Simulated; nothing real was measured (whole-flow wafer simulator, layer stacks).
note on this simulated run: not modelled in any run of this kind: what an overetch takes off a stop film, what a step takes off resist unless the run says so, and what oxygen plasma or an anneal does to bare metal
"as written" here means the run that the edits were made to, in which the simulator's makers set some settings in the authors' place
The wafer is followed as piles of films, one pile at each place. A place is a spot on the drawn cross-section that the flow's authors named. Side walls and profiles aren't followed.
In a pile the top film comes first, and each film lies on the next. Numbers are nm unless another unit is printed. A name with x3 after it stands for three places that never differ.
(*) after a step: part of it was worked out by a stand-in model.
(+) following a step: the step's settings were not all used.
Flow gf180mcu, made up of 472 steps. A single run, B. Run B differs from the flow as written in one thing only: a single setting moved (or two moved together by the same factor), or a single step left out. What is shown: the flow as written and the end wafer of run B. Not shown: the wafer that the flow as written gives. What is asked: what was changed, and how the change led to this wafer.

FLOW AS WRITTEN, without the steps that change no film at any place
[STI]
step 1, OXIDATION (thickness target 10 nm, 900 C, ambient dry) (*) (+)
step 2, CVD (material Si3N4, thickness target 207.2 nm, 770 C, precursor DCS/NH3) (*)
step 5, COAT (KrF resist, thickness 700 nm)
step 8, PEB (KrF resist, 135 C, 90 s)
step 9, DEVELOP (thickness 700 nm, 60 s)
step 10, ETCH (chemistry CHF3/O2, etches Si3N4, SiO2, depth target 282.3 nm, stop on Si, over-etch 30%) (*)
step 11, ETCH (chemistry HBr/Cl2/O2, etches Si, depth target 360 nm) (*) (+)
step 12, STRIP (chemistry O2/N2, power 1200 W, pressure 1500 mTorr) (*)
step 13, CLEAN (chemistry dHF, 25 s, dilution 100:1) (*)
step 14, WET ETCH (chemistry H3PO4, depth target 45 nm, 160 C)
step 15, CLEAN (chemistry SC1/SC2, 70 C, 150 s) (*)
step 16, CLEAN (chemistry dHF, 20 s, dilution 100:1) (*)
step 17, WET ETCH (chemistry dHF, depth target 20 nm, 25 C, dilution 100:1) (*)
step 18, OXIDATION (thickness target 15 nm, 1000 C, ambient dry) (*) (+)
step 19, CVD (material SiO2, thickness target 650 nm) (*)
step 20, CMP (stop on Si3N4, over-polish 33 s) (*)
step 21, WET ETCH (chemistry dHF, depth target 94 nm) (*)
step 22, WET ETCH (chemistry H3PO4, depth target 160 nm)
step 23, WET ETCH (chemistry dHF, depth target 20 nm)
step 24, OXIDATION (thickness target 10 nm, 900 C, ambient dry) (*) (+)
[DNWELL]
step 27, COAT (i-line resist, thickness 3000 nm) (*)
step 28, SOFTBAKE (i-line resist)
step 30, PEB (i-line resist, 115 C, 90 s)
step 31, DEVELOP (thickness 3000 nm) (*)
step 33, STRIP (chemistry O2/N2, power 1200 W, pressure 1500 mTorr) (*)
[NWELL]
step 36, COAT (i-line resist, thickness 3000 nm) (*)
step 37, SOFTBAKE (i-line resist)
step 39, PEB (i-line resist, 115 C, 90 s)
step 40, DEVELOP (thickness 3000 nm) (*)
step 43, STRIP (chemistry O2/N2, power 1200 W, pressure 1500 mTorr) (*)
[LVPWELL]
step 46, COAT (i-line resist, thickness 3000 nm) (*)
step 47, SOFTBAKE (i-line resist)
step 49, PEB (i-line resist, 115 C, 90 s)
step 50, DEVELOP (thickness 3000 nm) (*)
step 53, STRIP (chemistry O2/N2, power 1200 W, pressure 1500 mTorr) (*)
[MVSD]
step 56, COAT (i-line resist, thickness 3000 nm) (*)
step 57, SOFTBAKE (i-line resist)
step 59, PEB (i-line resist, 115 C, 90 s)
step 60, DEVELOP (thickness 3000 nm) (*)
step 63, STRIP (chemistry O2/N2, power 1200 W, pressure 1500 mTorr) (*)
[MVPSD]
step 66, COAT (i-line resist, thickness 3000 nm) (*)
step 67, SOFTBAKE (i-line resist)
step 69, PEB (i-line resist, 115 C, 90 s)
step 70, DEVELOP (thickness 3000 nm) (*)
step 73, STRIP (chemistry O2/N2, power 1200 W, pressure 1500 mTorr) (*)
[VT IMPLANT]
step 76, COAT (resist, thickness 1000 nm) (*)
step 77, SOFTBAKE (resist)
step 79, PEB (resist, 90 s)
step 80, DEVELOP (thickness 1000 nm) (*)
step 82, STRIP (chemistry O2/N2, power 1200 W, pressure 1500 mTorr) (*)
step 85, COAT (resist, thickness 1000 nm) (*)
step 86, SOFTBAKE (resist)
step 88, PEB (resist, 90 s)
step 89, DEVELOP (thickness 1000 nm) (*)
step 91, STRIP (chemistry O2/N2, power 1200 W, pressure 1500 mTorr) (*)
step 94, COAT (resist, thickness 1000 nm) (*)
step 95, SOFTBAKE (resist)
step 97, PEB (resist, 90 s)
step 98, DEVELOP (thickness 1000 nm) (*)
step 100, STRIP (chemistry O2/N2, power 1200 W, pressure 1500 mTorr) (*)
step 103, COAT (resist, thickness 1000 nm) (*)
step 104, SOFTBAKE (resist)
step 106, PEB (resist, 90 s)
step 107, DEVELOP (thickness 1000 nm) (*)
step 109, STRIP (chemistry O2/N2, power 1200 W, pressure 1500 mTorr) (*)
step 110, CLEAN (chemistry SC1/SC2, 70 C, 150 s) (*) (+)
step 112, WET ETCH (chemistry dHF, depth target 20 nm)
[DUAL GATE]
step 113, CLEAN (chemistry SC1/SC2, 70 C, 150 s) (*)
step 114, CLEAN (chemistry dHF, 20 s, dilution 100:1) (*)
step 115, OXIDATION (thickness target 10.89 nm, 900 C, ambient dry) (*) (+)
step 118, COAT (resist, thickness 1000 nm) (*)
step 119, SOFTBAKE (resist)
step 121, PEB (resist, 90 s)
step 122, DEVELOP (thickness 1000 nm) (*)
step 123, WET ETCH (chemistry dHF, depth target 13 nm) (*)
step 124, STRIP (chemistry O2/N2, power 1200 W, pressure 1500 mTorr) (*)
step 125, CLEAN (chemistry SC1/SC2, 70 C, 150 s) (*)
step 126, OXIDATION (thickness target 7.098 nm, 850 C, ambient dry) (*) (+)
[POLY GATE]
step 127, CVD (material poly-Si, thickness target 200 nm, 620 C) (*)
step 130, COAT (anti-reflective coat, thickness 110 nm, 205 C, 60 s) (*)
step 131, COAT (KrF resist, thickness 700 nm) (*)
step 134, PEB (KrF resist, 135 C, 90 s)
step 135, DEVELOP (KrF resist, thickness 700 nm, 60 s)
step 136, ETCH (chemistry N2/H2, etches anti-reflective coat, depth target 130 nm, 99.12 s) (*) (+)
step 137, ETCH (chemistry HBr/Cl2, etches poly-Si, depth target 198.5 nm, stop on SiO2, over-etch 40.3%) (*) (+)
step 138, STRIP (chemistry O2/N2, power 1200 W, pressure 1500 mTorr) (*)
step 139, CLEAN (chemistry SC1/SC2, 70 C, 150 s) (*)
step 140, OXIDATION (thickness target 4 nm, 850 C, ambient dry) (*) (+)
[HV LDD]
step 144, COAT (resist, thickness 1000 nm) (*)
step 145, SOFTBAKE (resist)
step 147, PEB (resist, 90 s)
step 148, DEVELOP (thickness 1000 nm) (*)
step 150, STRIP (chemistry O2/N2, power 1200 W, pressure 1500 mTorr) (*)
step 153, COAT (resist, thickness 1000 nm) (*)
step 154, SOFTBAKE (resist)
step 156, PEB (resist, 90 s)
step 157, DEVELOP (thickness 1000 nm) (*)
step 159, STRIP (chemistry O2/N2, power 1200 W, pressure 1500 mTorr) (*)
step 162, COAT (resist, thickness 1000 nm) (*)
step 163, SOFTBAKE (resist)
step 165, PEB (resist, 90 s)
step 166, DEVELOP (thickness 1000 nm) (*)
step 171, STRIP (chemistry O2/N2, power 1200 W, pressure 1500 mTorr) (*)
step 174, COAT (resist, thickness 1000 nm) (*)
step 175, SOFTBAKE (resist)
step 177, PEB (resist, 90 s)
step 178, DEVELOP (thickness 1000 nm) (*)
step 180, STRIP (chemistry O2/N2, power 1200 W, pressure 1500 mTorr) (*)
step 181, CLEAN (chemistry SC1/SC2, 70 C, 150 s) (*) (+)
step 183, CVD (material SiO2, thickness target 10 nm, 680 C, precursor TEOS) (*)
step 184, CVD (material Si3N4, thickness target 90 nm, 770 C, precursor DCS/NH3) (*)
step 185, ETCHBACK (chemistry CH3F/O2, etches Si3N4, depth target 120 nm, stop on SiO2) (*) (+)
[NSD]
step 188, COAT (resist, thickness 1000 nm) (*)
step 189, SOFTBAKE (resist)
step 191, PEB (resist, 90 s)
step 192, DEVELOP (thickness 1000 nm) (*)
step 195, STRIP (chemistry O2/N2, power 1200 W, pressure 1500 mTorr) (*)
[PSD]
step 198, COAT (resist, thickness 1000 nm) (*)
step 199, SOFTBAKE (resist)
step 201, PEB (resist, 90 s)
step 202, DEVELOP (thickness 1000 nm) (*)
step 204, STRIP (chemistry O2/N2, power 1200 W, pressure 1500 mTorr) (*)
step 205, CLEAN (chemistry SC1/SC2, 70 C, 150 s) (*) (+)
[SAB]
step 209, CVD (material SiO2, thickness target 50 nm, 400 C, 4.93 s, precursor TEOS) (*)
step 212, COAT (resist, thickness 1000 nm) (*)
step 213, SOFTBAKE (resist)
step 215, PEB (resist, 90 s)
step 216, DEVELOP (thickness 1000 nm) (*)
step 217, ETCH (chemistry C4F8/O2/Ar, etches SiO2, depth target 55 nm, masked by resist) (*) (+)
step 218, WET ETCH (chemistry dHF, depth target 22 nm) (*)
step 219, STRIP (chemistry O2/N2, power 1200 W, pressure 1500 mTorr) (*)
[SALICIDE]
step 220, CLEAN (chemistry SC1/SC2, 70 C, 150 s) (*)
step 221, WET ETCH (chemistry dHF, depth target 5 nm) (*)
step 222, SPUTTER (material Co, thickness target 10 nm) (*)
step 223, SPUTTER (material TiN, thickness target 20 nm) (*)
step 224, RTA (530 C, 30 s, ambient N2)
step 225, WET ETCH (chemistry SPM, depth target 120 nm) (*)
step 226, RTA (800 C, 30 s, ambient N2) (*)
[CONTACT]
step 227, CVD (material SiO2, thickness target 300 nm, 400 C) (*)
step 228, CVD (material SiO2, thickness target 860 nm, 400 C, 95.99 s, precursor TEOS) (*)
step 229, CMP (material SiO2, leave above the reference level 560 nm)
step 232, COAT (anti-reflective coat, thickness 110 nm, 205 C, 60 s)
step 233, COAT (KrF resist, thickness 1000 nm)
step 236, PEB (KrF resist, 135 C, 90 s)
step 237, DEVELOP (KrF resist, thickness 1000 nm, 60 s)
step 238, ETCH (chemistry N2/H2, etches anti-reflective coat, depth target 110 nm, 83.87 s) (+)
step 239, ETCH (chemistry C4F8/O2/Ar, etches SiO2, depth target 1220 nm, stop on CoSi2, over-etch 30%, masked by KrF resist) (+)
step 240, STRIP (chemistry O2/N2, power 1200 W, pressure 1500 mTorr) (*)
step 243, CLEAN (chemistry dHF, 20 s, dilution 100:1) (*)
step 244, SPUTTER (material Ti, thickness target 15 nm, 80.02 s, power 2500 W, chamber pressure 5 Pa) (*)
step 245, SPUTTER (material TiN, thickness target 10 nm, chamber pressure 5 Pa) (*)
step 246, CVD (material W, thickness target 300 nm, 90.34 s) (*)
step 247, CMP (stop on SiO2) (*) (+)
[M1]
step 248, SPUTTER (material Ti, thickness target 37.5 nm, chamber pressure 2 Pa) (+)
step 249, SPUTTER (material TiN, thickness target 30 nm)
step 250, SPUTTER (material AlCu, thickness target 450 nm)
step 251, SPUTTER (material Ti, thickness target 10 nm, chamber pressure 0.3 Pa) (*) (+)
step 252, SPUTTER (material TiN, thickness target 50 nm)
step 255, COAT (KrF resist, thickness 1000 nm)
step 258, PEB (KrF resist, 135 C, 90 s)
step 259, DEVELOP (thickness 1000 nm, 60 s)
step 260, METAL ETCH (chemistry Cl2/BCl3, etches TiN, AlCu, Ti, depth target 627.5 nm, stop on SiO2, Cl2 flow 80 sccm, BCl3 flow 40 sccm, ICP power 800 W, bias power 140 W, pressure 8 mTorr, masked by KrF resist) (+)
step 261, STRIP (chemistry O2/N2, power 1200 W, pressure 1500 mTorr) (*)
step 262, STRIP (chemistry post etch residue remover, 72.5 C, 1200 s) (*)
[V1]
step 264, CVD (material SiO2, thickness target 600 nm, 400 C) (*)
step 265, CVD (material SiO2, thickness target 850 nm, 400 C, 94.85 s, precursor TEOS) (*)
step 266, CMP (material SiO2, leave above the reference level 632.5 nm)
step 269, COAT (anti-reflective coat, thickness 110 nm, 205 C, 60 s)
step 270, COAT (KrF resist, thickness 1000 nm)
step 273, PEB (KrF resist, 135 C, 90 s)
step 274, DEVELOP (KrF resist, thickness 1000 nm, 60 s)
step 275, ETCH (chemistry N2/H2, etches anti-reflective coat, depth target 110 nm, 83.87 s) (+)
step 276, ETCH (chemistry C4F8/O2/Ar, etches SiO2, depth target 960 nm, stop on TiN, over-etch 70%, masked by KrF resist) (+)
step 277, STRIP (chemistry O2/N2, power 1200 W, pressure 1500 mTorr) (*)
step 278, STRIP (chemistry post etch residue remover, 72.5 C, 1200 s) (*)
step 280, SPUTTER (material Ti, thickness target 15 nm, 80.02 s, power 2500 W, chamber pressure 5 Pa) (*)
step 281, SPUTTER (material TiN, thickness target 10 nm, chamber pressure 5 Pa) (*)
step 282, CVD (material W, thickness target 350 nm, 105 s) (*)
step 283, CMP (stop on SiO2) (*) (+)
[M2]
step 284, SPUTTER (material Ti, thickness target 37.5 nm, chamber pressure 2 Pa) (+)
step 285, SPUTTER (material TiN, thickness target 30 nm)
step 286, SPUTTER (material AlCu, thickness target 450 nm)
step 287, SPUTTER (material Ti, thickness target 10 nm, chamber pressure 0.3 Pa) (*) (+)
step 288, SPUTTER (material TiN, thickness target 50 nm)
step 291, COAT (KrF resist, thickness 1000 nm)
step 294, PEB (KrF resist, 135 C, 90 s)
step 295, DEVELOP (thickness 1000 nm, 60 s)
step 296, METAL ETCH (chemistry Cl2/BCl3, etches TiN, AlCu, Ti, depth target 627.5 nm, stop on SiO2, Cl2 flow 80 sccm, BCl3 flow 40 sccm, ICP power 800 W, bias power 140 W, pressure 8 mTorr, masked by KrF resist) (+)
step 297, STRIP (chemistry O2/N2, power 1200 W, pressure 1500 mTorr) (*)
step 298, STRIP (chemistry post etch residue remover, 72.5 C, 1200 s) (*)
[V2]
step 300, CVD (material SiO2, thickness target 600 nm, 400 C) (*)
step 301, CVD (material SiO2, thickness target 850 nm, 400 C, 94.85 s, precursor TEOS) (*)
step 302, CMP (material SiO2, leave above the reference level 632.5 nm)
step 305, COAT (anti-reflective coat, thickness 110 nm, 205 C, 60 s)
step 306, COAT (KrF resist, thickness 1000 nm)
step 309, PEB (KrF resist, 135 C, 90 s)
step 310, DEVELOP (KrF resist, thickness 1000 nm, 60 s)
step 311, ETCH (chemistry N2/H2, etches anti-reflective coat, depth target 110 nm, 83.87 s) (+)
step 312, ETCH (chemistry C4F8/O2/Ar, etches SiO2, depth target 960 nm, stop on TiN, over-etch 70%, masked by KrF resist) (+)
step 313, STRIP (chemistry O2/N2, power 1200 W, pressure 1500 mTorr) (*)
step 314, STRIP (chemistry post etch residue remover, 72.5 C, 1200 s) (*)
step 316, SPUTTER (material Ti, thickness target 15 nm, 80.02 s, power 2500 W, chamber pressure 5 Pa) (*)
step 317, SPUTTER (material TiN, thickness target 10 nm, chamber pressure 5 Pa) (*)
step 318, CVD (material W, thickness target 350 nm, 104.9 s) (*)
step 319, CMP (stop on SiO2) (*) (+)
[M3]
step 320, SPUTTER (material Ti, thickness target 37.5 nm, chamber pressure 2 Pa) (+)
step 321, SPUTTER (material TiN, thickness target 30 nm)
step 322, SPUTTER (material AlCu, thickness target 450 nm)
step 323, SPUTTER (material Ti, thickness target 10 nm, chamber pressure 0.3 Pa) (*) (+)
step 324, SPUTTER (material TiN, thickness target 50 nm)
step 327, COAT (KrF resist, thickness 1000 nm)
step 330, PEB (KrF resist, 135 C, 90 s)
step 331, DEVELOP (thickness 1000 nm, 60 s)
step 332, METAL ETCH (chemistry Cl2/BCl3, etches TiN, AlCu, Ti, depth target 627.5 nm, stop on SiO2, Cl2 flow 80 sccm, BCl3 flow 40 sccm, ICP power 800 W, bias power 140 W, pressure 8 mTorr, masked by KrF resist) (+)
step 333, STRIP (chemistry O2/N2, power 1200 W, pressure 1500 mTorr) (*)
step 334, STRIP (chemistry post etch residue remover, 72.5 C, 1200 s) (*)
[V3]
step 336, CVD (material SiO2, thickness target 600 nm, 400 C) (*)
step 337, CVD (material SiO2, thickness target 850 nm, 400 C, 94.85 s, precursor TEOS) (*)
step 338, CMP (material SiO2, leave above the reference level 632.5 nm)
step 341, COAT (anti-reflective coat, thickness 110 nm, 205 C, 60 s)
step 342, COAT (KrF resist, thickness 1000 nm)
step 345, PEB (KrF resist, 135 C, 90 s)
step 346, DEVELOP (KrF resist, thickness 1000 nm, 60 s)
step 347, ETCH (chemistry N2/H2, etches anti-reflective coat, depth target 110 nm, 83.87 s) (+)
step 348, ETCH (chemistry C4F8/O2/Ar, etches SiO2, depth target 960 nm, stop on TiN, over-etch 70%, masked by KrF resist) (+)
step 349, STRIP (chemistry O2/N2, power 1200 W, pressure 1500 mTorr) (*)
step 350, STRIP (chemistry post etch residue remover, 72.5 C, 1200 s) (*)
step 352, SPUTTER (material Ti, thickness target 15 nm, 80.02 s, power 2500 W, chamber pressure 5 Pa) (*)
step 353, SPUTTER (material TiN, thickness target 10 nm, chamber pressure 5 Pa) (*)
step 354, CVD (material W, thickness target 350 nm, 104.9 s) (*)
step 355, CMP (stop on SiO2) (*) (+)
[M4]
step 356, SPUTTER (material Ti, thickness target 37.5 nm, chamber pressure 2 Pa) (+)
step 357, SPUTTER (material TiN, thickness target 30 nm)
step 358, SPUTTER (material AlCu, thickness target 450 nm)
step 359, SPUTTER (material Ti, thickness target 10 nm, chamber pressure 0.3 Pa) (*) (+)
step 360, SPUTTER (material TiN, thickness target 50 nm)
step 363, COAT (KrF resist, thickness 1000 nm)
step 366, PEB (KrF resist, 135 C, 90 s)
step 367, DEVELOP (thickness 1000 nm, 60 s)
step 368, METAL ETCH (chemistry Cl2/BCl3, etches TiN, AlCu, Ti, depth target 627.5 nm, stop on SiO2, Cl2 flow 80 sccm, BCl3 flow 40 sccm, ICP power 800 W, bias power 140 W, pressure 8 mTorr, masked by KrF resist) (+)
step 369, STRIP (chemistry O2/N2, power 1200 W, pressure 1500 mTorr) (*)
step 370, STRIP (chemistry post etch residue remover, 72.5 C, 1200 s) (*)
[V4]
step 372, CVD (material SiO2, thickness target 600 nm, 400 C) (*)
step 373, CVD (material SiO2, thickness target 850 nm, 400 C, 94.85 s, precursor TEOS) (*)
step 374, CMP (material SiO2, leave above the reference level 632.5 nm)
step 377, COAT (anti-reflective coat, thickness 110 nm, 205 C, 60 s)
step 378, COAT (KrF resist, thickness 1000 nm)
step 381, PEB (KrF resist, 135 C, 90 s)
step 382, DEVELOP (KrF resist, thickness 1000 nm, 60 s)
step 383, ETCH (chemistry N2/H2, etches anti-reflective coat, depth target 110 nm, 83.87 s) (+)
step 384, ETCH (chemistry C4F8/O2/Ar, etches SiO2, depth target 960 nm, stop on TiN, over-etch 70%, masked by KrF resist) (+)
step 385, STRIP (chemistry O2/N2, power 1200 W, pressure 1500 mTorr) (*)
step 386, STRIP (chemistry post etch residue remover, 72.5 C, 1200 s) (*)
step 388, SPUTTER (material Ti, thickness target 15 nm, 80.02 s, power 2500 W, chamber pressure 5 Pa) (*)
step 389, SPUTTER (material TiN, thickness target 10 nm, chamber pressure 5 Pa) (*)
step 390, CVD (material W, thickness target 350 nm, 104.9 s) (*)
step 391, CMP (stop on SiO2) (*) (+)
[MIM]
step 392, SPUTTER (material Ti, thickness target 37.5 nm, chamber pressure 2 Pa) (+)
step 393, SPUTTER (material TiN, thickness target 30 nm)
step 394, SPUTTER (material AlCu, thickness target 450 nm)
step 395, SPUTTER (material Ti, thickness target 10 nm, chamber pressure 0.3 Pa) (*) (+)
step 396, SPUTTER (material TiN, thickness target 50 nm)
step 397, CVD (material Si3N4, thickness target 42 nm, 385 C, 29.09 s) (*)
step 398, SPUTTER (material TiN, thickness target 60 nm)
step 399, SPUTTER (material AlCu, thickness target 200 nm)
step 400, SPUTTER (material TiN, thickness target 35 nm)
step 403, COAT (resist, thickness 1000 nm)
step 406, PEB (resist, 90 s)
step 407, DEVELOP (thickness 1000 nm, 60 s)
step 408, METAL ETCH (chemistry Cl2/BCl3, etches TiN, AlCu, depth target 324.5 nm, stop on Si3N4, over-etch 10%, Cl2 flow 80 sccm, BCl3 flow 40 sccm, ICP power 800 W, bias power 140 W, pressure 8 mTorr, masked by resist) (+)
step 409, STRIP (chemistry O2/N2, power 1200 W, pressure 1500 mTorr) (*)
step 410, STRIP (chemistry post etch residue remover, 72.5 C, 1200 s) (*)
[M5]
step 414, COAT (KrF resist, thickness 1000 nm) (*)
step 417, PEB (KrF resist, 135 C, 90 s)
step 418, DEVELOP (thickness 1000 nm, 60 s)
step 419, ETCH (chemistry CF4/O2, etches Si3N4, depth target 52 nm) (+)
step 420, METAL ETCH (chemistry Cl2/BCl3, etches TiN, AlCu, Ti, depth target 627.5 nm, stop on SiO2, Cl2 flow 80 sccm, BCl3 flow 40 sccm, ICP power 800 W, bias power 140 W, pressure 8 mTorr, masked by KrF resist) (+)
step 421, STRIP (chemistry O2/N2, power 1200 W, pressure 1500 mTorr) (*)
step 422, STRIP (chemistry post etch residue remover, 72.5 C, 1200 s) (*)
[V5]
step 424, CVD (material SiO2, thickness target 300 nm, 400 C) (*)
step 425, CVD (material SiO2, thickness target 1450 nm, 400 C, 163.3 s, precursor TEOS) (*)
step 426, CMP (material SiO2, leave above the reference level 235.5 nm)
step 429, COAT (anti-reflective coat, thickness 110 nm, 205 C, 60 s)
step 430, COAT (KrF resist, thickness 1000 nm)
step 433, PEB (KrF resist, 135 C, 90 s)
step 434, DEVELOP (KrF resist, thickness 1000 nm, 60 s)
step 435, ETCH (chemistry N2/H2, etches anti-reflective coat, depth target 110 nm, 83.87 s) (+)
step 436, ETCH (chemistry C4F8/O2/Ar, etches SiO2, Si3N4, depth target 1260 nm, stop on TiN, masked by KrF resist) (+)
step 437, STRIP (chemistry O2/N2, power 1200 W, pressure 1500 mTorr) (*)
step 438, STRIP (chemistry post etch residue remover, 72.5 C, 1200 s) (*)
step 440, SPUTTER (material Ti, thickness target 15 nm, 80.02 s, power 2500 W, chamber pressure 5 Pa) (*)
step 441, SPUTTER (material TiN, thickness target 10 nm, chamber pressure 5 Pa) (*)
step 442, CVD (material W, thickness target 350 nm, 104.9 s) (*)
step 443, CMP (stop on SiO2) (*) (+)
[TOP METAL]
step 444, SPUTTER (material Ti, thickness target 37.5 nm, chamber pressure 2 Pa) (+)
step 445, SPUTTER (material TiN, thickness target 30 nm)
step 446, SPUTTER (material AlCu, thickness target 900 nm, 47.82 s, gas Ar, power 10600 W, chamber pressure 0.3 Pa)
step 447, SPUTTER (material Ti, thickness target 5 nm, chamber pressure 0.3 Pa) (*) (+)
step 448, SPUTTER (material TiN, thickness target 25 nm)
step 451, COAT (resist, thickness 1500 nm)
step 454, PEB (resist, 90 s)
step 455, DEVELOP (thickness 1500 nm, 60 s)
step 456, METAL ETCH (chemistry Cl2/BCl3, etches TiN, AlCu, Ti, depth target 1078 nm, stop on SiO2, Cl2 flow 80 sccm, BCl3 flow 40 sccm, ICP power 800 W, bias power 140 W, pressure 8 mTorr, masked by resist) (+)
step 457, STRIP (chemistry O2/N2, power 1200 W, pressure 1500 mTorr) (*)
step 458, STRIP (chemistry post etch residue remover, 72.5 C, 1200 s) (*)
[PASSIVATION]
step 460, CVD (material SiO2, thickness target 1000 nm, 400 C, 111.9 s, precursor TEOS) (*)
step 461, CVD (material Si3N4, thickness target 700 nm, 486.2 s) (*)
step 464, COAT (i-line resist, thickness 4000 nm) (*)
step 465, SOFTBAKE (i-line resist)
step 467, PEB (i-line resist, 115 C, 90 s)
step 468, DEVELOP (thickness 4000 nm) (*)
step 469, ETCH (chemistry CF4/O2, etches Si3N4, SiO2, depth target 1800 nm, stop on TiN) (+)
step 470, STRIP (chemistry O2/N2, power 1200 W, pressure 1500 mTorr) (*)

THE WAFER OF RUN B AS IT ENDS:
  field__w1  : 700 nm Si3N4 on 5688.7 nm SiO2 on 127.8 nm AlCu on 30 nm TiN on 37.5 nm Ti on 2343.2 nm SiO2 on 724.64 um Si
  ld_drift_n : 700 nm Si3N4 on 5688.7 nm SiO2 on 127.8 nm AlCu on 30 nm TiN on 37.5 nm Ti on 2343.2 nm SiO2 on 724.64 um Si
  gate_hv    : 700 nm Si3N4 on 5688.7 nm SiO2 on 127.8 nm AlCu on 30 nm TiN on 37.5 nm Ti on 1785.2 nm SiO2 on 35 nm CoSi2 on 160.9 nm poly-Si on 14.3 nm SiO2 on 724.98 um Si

Cause: step 296, METAL ETCH: depth target 376.5 nm was run, whereas the flow has depth target 627.5 nm.

Step by step, how the change led to this:
  step 296, METAL ETCH (chemistry Cl2/BCl3, etches TiN, AlCu, Ti, depth target 627.5 nm, stop on SiO2, Cl2 flow 80 sccm, BCl3 flow 40 sccm, ICP power 800 W, bias power 140 W, pressure 8 mTorr, masked by KrF resist) (+)
      field, field__w1, field__w2 and 103 more: TiN loses 50 (all of it), Ti loses 10 (all of it), AlCu loses 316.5 (it would be, as written: TiN loses 50 (all of it), Ti loses 10 (all of it), AlCu loses 450 (all of it), TiN loses 30 (all of it), Ti loses 37.5 (all of it))
      field__w8, contact, m1, m1__w1, m1_nw: KrF resist loses 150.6 (it would be, as written: KrF resist loses 251)
  step 297, STRIP (chemistry O2/N2, power 1200 W, pressure 1500 mTorr) (*)
      field__w8, contact, m1, m1__w1, m1_nw: KrF resist loses 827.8 (all of it) (it would be, as written: KrF resist loses 727.4 (all of it))
  step 298, STRIP (chemistry post etch residue remover, 72.5 C, 1200 s) (*)
      field, field__w1, field__w2 and 103 more: AlCu loses 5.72 (it would be, as written: nothing)
  step 300, CVD (material SiO2, thickness target 600 nm, 400 C) (*)
      field, field__w1, field__w2 and 103 more: SiO2 gains 600 (new film) (it would be, as written: SiO2 gains 600)
  step 302, CMP (material SiO2, leave above the reference level 632.5 nm)
      field, field__w1, field__w2 and 103 more: SiO2 loses 495.3 (it would be, as written: SiO2 loses 300)
Taking metal films that touch as one body, field__w1 has 1 body; the flow as written gives 0 bodies.
Taking metal films that touch as one body, ld_drift_n has 1 body; the flow as written gives 0 bodies.
Taking metal films that touch as one body, gate_hv has 2 bodies (between them, from the top down: SiO2 1785.2); the flow as written gives 1 body.
